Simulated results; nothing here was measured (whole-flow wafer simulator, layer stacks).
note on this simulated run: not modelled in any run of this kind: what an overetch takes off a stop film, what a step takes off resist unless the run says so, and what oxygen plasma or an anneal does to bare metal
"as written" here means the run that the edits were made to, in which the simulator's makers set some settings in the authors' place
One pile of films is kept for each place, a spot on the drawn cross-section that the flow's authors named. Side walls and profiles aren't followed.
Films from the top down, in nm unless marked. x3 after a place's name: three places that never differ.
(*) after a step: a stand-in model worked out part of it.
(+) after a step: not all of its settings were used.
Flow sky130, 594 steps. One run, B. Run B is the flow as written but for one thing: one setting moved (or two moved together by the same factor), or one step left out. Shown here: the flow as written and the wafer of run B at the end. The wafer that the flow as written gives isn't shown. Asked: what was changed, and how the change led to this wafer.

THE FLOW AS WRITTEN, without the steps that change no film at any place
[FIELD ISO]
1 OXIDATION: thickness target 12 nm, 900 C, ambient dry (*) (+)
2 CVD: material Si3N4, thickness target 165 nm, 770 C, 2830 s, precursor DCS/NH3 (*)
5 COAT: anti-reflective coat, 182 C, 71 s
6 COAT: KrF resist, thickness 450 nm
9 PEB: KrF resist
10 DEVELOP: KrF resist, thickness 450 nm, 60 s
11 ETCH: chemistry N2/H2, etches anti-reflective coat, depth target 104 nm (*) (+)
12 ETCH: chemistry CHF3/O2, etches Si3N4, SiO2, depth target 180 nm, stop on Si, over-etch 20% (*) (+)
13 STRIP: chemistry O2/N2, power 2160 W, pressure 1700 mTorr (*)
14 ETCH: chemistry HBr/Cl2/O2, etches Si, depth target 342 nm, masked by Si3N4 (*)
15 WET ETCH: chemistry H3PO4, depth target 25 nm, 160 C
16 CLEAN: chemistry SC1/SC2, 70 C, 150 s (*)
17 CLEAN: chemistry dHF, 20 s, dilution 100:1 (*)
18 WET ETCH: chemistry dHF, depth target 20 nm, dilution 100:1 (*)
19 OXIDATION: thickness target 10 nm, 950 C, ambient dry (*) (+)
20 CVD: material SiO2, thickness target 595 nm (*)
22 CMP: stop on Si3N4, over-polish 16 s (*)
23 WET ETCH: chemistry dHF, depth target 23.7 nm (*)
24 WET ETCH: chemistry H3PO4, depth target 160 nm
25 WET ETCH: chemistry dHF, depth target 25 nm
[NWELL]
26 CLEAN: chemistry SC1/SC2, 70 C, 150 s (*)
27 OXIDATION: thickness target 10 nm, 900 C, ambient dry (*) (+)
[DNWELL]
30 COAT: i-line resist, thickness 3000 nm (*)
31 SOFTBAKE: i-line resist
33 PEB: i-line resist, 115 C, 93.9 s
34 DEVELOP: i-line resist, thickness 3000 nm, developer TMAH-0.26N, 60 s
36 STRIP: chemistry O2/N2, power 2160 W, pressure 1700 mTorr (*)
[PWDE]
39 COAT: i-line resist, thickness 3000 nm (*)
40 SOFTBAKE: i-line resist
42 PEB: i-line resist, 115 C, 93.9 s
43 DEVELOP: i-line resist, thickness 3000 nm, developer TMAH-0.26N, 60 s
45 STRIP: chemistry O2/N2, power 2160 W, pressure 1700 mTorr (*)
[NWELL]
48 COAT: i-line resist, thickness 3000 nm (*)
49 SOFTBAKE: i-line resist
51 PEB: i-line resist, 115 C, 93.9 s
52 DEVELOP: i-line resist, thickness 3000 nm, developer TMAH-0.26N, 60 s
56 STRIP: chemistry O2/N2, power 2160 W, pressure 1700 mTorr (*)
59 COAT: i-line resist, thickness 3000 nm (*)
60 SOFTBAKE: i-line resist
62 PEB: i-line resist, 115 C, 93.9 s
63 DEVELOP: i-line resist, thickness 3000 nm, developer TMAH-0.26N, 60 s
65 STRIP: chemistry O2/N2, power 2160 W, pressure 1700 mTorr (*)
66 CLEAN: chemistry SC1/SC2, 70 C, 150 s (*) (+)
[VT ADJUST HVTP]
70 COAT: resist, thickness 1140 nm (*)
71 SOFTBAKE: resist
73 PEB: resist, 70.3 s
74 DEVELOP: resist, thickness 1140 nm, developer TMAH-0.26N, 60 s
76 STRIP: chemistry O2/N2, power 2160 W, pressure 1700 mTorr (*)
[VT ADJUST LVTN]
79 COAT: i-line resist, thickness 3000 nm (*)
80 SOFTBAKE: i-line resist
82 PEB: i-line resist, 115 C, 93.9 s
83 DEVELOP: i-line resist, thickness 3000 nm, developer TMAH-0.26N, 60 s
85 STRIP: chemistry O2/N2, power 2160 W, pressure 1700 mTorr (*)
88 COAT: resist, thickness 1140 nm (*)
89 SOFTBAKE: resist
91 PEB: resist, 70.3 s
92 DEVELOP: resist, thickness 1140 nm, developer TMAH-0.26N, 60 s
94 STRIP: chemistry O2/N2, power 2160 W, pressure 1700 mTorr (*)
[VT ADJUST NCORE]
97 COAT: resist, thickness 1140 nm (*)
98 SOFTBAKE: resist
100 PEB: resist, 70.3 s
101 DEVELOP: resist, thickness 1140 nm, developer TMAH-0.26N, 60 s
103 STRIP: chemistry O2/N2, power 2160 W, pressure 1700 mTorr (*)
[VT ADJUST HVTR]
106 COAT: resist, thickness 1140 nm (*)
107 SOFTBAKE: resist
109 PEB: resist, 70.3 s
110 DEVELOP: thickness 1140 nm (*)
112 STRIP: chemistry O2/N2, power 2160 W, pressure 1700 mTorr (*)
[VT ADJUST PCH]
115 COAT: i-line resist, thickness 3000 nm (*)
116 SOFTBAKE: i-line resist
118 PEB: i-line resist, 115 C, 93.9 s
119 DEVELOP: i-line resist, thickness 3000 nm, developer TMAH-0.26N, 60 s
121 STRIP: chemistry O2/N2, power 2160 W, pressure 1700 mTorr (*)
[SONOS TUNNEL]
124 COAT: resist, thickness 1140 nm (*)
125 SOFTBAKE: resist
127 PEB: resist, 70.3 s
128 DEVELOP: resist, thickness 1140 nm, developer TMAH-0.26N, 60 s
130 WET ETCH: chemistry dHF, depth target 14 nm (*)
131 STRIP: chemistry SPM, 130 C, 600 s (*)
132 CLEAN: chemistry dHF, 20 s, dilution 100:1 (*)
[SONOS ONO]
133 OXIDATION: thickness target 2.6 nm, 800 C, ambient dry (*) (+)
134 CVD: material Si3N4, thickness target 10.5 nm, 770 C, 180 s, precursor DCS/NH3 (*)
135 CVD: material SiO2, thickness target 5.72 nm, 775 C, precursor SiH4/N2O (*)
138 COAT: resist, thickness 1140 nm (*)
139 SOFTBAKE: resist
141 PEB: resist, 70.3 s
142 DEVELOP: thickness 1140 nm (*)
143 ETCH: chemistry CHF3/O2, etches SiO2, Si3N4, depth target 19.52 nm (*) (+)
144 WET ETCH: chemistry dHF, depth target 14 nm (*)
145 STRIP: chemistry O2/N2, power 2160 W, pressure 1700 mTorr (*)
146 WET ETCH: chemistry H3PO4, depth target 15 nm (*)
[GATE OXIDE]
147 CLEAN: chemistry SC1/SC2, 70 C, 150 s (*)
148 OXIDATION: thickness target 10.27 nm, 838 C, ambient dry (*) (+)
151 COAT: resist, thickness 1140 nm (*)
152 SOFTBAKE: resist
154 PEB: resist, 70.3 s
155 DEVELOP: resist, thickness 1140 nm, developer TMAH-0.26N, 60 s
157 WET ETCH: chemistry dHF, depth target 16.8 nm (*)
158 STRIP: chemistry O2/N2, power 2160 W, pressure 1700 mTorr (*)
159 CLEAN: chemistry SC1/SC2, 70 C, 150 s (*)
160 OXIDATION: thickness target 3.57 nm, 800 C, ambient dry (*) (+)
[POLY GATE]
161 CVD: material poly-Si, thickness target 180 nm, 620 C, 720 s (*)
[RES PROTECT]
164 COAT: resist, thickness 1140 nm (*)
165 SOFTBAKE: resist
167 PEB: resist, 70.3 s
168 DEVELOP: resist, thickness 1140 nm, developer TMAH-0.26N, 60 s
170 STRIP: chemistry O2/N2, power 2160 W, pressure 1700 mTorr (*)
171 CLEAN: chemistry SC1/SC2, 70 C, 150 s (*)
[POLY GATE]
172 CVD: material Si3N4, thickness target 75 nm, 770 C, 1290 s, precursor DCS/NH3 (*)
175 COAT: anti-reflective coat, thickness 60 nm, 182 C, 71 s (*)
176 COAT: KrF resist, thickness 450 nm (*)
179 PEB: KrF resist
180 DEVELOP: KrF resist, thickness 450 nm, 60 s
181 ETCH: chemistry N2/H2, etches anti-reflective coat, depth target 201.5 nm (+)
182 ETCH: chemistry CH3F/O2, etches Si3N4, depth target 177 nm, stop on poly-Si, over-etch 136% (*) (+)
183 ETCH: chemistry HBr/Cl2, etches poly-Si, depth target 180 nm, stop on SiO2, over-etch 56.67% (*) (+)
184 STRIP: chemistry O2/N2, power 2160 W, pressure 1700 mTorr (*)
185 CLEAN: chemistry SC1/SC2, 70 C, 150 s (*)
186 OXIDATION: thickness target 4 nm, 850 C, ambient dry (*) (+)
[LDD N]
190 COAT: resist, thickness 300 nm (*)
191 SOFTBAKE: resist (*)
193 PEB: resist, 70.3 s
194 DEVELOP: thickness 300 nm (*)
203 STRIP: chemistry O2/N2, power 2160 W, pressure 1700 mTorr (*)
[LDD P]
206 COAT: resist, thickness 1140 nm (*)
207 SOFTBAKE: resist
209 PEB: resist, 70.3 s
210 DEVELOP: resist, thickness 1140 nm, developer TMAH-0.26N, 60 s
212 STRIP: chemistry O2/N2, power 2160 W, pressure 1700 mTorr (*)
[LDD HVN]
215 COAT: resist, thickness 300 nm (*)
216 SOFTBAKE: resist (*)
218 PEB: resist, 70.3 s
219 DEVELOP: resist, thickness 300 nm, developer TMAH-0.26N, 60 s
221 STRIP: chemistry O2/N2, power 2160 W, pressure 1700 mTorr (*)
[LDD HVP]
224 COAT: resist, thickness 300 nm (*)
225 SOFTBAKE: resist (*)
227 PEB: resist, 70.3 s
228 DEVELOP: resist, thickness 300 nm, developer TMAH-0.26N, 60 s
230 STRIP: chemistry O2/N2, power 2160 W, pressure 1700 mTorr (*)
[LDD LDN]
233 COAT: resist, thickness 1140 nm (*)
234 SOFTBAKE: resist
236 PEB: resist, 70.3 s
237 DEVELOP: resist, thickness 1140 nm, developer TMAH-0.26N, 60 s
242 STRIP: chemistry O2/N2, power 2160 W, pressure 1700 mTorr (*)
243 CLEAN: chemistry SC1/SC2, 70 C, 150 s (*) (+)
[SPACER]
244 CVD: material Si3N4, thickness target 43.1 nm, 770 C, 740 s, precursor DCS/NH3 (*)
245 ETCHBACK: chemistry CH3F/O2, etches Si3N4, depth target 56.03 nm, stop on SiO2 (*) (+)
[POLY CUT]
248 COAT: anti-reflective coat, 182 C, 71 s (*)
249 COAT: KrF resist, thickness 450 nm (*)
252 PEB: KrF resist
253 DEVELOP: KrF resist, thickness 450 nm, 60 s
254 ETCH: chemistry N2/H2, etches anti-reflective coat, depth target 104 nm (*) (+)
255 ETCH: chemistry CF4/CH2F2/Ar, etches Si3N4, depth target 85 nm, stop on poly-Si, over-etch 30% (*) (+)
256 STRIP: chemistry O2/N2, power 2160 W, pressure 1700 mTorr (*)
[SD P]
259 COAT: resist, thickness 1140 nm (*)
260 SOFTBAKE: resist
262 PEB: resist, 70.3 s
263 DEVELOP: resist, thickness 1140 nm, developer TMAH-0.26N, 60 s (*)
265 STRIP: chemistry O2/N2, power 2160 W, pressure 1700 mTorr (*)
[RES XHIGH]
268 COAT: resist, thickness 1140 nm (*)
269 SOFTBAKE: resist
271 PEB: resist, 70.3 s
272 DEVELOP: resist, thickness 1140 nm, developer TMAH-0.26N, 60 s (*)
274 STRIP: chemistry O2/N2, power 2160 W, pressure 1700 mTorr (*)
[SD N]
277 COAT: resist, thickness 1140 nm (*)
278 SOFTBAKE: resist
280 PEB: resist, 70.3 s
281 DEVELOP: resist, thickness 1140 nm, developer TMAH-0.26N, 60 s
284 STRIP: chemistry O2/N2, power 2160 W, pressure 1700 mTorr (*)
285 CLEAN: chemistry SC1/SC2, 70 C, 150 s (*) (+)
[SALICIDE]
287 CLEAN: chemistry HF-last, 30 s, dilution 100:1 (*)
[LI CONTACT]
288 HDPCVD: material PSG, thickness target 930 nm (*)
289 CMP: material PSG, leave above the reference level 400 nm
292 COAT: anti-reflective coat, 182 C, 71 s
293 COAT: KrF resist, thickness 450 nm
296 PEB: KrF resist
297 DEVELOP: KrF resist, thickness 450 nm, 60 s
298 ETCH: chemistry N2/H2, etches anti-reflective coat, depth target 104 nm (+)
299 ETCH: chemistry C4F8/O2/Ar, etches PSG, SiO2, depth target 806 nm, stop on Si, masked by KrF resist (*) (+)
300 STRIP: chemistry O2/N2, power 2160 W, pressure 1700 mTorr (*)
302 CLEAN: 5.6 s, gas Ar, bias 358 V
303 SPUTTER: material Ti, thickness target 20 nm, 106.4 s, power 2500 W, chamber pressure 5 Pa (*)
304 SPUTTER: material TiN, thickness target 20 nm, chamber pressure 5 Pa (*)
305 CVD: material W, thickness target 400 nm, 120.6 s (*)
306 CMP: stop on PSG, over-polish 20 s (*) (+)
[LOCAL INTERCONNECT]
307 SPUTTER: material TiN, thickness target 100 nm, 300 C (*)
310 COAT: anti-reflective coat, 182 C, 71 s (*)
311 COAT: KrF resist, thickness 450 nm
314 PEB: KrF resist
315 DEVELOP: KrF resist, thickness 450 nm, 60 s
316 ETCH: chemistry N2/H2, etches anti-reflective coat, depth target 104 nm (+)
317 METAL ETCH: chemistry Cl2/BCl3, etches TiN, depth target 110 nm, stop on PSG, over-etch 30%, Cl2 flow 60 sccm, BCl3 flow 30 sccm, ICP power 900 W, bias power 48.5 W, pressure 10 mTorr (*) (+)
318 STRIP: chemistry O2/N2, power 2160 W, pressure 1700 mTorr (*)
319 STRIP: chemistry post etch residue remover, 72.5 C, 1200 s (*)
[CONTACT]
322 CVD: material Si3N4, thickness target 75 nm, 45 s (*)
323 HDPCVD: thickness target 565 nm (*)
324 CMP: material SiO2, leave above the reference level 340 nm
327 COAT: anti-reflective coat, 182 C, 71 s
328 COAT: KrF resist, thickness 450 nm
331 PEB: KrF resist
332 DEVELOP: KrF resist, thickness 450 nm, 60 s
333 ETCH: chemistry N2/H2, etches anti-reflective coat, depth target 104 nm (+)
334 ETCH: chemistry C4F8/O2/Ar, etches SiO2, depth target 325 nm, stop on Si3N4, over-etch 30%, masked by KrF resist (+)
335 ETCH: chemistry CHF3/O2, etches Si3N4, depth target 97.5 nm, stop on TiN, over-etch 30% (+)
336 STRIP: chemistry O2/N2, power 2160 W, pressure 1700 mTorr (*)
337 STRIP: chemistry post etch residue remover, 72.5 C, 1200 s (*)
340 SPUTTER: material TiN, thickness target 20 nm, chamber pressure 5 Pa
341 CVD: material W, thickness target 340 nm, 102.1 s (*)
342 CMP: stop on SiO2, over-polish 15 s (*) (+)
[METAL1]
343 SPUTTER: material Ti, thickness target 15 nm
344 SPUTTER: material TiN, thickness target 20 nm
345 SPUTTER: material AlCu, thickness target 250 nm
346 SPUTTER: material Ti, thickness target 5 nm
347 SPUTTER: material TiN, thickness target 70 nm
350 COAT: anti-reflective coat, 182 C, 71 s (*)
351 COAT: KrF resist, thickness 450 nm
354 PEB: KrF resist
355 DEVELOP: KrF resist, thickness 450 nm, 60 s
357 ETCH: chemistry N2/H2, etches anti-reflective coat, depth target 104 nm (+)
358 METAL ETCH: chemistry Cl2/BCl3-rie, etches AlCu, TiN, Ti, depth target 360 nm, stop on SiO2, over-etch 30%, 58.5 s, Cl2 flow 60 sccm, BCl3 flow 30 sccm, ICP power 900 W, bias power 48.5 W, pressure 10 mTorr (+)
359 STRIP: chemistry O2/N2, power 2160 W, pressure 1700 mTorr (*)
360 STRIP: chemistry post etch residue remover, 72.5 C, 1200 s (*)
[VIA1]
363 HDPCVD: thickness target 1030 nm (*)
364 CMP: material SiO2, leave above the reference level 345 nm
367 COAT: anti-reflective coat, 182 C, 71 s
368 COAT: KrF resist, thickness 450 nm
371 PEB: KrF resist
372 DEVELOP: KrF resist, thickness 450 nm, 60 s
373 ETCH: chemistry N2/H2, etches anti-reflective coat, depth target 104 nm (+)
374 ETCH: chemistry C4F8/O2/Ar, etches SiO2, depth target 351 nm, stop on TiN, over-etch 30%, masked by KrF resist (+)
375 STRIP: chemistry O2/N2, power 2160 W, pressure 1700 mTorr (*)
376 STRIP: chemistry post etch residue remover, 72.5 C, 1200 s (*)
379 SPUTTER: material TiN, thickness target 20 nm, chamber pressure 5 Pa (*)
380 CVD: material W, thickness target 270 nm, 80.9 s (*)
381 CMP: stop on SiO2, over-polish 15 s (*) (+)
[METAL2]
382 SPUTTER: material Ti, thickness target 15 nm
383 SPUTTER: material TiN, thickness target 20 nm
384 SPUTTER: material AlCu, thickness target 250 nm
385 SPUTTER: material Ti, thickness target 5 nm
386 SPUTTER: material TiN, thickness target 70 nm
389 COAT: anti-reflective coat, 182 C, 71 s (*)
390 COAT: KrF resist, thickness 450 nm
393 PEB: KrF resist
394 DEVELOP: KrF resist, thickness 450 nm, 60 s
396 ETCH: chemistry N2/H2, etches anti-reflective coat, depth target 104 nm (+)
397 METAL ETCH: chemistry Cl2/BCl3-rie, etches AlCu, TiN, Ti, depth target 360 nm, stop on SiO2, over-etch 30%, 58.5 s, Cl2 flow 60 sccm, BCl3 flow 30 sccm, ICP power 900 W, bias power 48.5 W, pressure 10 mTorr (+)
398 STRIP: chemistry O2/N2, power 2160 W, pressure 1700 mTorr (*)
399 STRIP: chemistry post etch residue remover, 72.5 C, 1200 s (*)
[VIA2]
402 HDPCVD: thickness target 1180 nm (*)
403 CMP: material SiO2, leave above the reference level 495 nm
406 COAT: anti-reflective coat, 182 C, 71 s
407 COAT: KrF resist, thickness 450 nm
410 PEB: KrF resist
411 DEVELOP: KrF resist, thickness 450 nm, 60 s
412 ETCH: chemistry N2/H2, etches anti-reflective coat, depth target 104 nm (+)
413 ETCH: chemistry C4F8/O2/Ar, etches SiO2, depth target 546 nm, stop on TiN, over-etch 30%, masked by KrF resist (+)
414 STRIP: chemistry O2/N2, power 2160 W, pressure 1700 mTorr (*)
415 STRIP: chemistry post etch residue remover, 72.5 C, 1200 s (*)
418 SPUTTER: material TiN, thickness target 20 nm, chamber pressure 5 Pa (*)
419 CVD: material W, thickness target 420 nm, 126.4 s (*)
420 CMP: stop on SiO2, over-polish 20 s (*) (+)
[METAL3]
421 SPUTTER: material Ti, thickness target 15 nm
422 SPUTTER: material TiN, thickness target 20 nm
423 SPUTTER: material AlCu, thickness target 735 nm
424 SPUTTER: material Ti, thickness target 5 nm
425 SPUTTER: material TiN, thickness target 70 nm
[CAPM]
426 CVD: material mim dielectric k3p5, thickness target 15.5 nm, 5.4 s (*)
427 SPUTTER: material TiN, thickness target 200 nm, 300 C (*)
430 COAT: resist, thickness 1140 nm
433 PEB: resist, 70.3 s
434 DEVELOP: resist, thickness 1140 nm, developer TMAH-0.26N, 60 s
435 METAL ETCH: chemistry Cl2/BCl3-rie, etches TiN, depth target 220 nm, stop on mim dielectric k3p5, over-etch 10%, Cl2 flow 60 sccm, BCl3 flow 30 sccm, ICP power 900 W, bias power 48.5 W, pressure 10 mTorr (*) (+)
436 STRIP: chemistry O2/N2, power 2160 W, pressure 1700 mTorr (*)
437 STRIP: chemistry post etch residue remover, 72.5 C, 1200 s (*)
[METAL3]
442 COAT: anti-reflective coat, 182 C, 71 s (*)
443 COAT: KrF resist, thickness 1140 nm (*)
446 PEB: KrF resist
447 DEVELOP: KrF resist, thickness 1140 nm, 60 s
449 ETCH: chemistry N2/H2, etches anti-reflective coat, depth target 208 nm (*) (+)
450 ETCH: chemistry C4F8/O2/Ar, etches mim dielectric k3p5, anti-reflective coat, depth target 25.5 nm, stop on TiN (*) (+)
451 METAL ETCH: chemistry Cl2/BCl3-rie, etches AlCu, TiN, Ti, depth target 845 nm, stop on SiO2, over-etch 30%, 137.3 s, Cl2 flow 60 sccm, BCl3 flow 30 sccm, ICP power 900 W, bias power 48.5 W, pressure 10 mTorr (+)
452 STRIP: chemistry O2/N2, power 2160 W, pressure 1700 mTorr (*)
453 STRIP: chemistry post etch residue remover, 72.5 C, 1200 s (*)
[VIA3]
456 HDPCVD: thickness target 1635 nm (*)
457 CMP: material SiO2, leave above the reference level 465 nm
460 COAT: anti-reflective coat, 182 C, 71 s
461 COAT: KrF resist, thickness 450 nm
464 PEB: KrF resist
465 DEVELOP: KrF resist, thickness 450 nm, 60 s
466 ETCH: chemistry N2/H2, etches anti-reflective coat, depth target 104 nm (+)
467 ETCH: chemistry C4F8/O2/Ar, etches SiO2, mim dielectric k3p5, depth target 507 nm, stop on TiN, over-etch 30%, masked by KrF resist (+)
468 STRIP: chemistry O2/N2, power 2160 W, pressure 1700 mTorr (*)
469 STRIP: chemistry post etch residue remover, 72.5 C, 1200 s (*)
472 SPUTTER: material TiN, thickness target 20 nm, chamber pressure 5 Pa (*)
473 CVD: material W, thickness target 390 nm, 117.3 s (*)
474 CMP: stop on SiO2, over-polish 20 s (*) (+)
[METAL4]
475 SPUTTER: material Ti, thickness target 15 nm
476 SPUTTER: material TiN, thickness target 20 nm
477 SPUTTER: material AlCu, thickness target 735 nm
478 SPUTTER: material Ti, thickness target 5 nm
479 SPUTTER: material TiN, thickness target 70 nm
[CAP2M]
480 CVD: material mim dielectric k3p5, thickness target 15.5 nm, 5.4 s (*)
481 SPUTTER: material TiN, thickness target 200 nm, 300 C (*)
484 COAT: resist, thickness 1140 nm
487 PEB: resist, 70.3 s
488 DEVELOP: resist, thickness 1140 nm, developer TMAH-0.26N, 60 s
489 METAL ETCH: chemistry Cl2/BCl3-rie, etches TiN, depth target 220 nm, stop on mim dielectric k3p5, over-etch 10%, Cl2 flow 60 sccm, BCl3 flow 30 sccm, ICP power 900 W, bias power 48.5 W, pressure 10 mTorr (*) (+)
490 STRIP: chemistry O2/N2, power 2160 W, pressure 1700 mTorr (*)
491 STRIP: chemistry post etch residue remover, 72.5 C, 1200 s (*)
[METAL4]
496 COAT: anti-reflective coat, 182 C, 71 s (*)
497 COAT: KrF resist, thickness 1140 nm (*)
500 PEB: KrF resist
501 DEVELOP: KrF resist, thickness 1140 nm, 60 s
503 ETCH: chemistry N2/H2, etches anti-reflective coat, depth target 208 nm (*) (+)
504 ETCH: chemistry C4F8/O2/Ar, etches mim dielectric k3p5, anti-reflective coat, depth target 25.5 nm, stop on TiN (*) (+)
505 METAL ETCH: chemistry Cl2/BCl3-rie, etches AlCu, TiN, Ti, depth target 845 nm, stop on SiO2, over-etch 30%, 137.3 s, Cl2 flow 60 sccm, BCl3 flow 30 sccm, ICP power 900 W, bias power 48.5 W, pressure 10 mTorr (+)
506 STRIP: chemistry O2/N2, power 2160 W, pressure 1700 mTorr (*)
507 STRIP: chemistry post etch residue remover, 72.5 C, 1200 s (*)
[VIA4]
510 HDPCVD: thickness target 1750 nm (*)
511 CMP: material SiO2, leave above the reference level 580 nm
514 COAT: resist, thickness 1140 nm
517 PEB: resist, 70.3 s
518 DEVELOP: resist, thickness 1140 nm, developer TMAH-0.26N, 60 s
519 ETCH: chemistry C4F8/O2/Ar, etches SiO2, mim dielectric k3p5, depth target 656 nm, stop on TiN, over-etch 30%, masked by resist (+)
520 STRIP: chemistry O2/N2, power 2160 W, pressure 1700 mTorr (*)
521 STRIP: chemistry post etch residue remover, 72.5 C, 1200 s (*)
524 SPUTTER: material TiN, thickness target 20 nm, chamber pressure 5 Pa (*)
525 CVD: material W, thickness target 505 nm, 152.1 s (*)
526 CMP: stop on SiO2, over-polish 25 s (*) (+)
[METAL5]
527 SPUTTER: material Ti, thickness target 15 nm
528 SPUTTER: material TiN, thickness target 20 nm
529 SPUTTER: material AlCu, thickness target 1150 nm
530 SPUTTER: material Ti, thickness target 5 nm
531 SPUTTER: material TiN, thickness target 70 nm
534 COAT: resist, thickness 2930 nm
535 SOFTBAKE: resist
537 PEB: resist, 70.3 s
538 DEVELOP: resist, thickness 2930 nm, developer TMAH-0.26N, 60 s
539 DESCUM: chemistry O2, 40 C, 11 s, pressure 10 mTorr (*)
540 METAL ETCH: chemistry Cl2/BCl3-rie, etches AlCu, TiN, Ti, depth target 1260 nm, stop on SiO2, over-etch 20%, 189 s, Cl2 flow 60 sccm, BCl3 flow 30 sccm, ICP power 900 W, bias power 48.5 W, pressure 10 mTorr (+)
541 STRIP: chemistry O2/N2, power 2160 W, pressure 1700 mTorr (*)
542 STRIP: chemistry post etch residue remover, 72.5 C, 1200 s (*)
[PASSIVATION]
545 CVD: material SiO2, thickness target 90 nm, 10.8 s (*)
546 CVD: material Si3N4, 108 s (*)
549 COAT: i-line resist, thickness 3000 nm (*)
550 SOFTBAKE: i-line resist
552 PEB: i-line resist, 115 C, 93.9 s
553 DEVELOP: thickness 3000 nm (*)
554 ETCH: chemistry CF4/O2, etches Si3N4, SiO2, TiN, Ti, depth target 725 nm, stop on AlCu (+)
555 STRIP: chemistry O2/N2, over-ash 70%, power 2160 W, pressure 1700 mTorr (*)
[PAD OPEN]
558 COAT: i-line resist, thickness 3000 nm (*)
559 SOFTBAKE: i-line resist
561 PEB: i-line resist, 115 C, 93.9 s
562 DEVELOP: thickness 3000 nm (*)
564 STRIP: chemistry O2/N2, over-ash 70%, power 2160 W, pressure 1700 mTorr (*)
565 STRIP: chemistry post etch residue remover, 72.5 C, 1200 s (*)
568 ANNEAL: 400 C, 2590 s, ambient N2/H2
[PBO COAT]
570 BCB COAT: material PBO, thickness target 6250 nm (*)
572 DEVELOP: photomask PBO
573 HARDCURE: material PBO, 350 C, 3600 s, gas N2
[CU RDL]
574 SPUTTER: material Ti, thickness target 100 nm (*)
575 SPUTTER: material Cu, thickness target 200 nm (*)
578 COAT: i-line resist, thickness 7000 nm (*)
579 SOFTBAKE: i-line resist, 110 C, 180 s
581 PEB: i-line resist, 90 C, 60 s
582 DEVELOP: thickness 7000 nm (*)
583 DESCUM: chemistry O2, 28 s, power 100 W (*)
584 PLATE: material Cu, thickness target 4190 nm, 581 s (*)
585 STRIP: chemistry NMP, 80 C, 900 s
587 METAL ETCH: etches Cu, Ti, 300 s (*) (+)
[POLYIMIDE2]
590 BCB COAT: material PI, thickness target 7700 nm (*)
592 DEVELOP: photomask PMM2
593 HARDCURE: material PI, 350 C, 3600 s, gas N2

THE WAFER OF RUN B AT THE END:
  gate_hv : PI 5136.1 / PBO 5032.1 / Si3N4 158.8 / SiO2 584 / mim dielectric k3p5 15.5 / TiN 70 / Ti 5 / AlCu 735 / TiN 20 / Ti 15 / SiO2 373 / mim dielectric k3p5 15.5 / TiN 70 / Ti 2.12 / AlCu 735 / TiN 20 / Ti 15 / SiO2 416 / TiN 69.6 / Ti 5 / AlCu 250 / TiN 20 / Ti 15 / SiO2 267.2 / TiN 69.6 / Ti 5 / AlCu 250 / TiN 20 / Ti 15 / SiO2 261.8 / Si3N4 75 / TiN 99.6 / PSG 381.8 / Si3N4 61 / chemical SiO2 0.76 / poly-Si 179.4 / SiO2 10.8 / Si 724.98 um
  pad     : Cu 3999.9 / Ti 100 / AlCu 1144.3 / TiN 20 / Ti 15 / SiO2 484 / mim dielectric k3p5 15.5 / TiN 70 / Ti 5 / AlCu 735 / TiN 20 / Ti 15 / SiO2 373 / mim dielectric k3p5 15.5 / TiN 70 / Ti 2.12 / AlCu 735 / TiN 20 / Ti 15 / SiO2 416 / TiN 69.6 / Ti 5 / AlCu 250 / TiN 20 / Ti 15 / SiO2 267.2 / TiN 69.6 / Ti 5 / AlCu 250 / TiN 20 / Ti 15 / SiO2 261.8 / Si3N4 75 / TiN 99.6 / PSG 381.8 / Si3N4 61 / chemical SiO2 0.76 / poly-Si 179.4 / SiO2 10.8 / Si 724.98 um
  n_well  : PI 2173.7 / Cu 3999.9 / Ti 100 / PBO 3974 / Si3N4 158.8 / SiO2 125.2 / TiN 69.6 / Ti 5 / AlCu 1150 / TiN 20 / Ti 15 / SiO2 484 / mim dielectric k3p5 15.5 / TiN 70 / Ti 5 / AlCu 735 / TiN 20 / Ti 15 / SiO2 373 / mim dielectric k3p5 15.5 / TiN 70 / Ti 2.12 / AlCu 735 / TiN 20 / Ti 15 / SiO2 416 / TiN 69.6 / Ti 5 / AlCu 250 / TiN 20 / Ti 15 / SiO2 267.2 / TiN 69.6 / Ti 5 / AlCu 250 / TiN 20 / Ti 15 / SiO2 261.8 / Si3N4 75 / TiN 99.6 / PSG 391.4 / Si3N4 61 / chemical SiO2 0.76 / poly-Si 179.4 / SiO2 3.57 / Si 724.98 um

The cause: step 424, SPUTTER: thickness target 2.12 nm was run, where the flow has thickness target 5 nm.
It can be read off the wafer: gate_hv has Ti 2.12, and step 424 as written asks for 5 nm.

How the change led to this, step by step:
  424 SPUTTER: material Ti, thickness target 5 nm
      field, active, n_well and 188 more: Ti +2.12 (new film) (as written it would be: Ti +5 (new film))
  451 METAL ETCH: chemistry Cl2/BCl3-rie, etches AlCu, TiN, Ti, depth target 845 nm, stop on SiO2, over-etch 30%, 137.3 s, Cl2 flow 60 sccm, BCl3 flow 30 sccm, ICP power 900 W, bias power 48.5 W, pressure 10 mTorr (+)
      field, gate, spacer and 68 more: TiN -70 (all of it), Ti -2.12 (all of it), AlCu -735 (all of it), TiN -20 (all of it), Ti -15 (all of it), SiO2 -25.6 (as written it would be: TiN -70 (all of it), Ti -5 (all of it), AlCu -735 (all of it), TiN -20 (all of it), Ti -15 (all of it), SiO2 -25.4)
      active, vpp_ln, vpp_iso2 and 11 more: TiN -70 (all of it), Ti -2.12 (all of it), AlCu -735 (all of it), TiN -20 (all of it), Ti -15 (all of it), SiO2 -25.6 (as written it would be: TiN -70 (all of it), Ti -5 (all of it), AlCu -735 (all of it), TiN -20 (all of it), Ti -15 (all of it), SiO2 -25.3)
